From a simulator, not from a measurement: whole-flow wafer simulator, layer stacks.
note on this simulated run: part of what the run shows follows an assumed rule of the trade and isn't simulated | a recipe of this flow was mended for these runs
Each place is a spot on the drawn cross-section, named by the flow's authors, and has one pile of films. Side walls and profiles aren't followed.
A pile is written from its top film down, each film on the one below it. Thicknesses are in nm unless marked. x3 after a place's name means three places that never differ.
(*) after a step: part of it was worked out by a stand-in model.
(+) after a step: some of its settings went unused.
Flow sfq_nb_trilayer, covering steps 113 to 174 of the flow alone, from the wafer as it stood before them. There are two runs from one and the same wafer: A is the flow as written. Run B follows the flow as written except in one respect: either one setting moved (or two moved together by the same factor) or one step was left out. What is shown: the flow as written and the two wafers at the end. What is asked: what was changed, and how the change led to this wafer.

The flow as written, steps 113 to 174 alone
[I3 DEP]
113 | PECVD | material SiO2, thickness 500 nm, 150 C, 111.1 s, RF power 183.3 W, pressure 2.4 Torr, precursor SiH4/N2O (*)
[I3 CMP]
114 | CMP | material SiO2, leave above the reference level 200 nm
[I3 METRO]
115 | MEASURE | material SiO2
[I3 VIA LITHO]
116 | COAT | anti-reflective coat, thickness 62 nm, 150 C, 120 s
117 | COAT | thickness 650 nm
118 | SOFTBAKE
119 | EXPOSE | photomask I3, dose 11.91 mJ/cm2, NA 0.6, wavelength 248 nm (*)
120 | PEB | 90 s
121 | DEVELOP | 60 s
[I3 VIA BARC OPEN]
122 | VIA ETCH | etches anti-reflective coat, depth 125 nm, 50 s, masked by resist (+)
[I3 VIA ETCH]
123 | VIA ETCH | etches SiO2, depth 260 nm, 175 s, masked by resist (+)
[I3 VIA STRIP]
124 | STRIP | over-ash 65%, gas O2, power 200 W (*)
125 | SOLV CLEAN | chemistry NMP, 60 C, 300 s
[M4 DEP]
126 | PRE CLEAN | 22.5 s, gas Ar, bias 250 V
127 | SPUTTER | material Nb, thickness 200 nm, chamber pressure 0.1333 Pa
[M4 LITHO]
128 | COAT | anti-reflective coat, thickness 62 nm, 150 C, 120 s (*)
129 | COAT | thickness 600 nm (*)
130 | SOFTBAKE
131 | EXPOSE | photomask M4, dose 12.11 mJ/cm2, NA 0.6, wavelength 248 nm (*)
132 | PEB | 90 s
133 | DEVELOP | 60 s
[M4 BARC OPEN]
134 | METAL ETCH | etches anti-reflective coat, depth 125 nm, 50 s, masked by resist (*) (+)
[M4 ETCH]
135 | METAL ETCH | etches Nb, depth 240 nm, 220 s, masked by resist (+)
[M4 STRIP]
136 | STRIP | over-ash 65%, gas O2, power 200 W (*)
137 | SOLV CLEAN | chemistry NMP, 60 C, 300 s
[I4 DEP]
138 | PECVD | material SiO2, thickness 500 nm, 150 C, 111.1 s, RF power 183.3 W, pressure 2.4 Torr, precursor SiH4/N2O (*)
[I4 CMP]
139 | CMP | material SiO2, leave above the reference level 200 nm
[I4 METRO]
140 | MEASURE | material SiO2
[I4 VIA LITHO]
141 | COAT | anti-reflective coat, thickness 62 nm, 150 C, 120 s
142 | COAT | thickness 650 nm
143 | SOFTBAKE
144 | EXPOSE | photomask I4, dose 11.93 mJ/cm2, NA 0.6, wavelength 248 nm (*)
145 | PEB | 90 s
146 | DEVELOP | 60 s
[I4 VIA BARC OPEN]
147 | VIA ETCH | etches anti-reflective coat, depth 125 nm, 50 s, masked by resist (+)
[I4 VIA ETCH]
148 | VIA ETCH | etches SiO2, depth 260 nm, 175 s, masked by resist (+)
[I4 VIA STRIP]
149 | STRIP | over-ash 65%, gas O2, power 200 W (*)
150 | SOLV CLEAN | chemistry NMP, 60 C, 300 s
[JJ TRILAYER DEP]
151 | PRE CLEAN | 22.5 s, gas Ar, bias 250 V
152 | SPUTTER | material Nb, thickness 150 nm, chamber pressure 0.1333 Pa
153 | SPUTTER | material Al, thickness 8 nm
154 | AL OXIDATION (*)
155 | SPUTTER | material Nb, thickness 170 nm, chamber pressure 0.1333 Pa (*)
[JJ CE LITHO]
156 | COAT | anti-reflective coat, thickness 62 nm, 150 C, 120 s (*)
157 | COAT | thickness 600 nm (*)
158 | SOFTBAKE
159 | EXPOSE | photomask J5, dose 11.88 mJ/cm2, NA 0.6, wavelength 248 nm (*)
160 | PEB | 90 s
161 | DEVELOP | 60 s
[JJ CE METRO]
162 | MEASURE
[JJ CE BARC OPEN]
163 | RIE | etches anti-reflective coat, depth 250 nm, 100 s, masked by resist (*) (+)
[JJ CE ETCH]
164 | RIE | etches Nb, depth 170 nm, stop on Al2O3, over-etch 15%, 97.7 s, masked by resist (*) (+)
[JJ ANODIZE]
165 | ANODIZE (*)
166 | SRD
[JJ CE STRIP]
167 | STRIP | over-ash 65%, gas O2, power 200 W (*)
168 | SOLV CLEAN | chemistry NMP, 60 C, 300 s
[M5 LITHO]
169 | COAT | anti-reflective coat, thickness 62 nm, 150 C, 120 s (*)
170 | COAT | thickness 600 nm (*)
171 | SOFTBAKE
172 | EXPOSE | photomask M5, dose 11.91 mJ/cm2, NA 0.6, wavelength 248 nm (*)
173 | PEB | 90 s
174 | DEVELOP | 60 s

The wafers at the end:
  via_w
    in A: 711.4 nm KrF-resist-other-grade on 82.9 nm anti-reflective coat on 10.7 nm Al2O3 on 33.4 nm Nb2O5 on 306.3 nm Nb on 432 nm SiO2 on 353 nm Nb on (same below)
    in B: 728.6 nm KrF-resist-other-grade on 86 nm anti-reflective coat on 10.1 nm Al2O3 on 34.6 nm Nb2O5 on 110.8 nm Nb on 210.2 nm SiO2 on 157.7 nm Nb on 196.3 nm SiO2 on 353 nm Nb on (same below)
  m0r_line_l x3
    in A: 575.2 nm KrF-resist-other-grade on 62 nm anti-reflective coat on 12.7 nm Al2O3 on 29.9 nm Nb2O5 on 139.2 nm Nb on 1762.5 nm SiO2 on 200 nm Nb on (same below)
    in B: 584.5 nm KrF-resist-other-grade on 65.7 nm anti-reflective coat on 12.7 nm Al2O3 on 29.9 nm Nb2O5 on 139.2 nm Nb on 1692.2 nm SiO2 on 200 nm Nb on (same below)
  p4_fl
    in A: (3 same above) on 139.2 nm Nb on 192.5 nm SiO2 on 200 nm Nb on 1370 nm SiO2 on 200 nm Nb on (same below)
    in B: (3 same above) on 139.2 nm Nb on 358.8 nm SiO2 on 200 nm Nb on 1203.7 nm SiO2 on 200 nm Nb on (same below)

The reason: step 113, PECVD: 52.78 s was run, though the flow has 111.1 s.

How this came from the change, step by step:
  113 | PECVD | material SiO2, thickness 500 nm, 150 C, 111.1 s, RF power 183.3 W, pressure 2.4 Torr, precursor SiH4/N2O (*)
      field_l, be, be_sur and 64 more: A SiO2 gains 500 | B SiO2 gains 237.7
      v_sur, via_wl, via_wr and 27 more: A SiO2 gains 500 (new film) | B SiO2 gains 237.7 (new film)
      (and at 9 other places as well)
  114 | CMP | material SiO2, leave above the reference level 200 nm
      field_l, be, be_sur and 64 more: A SiO2 loses 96 | B nothing
      p4_g1, p4_g2, p3_s0, p3_s1, p3_s2, p3_s3, p3_s4, p3_s5: A SiO2 loses 157.1 | B nothing
      (and at 31 other places as well)
  116 | COAT | anti-reflective coat, thickness 62 nm, 150 C, 120 s
      p3_s0, p3_s1, p3_s2, p3_s3: A anti-reflective coat gains 62 (new film) | B anti-reflective coat gains 107.6 (new film)
      p3_l1, p3_l2, p3_l3, p3_l4: A anti-reflective coat gains 62 (new film) | B anti-reflective coat gains 45 (new film)
      (and at 89 other places as well)
  117 | COAT | thickness 650 nm
      m0r_line_l x3: A KrF-resist-other-grade gains 650 (new film) | B KrF-resist-other-grade gains 707.8 (new film)
      m0r_line_r x3: A KrF-resist-other-grade gains 650 (new film) | B KrF-resist-other-grade gains 707.3 (new film)
      (and at 76 other places as well)
  121 | DEVELOP | 60 s
      via_v: A KrF-resist-other-grade loses 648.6 (all of it) | B KrF-resist-other-grade loses 585.7 (all of it)
  124 | STRIP | over-ash 65%, gas O2, power 200 W (*)
      m0r_line_l x3: A KrF-resist-other-grade loses 510.8 (all of it), anti-reflective coat loses 62 (all of it) | B KrF-resist-other-grade loses 568.5 (all of it), anti-reflective coat loses 37.2 (all of it)
      m0r_space_l, m6r_space_l x2: A KrF-resist-other-grade loses 510.8 (all of it), anti-reflective coat loses 62 (all of it) | B KrF-resist-other-grade loses 522.8 (all of it), anti-reflective coat loses 92.9 (all of it)
      (and at 99 other places as well)
  127 | SPUTTER | material Nb, thickness 200 nm, chamber pressure 0.1333 Pa
      via_w: A Nb gains 200 (new film) | B Nb gains 157.7 (new film)
  128 | COAT | anti-reflective coat, thickness 62 nm, 150 C, 120 s (*)
      m0r_line_l x3, m0r_line_r x3: A anti-reflective coat gains 62 (new film) | B anti-reflective coat gains 35.7 (new film)
      m0r_space_l, m0r_space_r, m6r_space_l x2, m6r_space_r x2: A anti-reflective coat gains 62 (new film) | B anti-reflective coat gains 91.7 (new film)
      (and at 81 other places as well)
  129 | COAT | thickness 600 nm (*)
      m0r_line_l x3, m0r_line_r x3: A KrF-resist-other-grade gains 600 (new film) | B KrF-resist-other-grade gains 656.6 (new film)
      p3_s5, wl_g_sr: A KrF-resist-other-grade gains 600 (new film) | B KrF-resist-other-grade gains 639.7 (new film)
      (and at 78 other places as well)
  133 | DEVELOP | 60 s
      m0r_line_l x3, m0r_line_r x3: A KrF-resist-other-grade loses 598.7 (all of it) | B KrF-resist-other-grade loses 655.2 (all of it)
      p3_s3, p3_fr: A KrF-resist-other-grade loses 598.7 (all of it) | B KrF-resist-other-grade loses 640.9 (all of it)
      (and at 41 other places as well)
  134 | METAL ETCH | etches anti-reflective coat, depth 125 nm, 50 s, masked by resist (*) (+)
      m5r_linepad_l, m5r_linepad_r, r5r_line_l, r5r_spacepad_l, r5r_spacepad_r, m8r_pad_l, m8r_pad_r: A anti-reflective coat loses 62 (all of it) | B anti-reflective coat loses 125
      m0r_line_l x3, m0r_line_r x3: A anti-reflective coat loses 62 (all of it) | B anti-reflective coat loses 35.7 (all of it)
      (and at 45 other places as well)
  135 | METAL ETCH | etches Nb, depth 240 nm, 220 s, masked by resist (+)
      m5r_linepad_l, m5r_linepad_r: A Nb loses 200 (all of it), SiO2 loses 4 | B anti-reflective coat loses 38 (all of it), Nb loses 200 (all of it), SiO2 loses 0.2
      r5r_spacepad_l, r5r_spacepad_r: A Nb loses 200 (all of it), SiO2 loses 4 | B anti-reflective coat loses 36.4 (all of it), Nb loses 200 (all of it), SiO2 loses 0.36
      (and at 3 other places as well)
  136 | STRIP | over-ash 65%, gas O2, power 200 W (*)
      v_sur: A KrF-resist-other-grade loses 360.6 (all of it), anti-reflective coat loses 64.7 (all of it) | B KrF-resist-other-grade loses 290 (all of it), anti-reflective coat loses 40 (all of it)
      via_wl: A KrF-resist-other-grade loses 357.4 (all of it), anti-reflective coat loses 67.6 (all of it) | B KrF-resist-other-grade loses 296.8 (all of it), anti-reflective coat loses 33 (all of it)
      (and at 37 other places as well)
  138 | PECVD | material SiO2, thickness 500 nm, 150 C, 111.1 s, RF power 183.3 W, pressure 2.4 Torr, precursor SiH4/N2O (*)
      p3_s0, p3_s1, p3_s2, p3_s3, p3_s4, p3_s5: A SiO2 gains 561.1 | B SiO2 gains 500
      p4_g1, p4_g2: A SiO2 gains 500 (new film) | B SiO2 gains 523.4 (new film)
      (and at 1 other place as well)
  139 | CMP | material SiO2, leave above the reference level 200 nm
      field_l, be, be_sur and 55 more: A SiO2 loses 96 | B nothing
      p3_s0, p3_s1, p3_s2, p3_s3, p3_s4, p3_s5: A SiO2 loses 157.1 | B nothing
      (and at 12 other places as well)
  141 | COAT | anti-reflective coat, thickness 62 nm, 150 C, 120 s
      be, m0r_space_r, m6r_space_r x2: A anti-reflective coat gains 62 (new film) | B anti-reflective coat gains 82.4 (new film)
      ce_r, sp_r, be_r, r_sur: A anti-reflective coat gains 62 (new film) | B anti-reflective coat gains 63.5 (new film)
      (and at 77 other places as well)
  ... 17 further steps ...
  174 | DEVELOP | 60 s
      wl_d_sl, wl_d_sr: A KrF-resist-other-grade loses 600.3 (all of it) | B KrF-resist-other-grade loses 618.6 (all of it)
      field_r: A KrF-resist-other-grade loses 598.9 (all of it) | B KrF-resist-other-grade loses 612.5 (all of it)
      (and at 12 other places as well)
If metal films that touch count as one body, via_w has 4 bodies (between them, from the top down: SiO2 210.2; SiO2 196.3; SiO2 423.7); the flow as written gives 3 bodies (between them, from the top down: SiO2 432; SiO2 423.7).
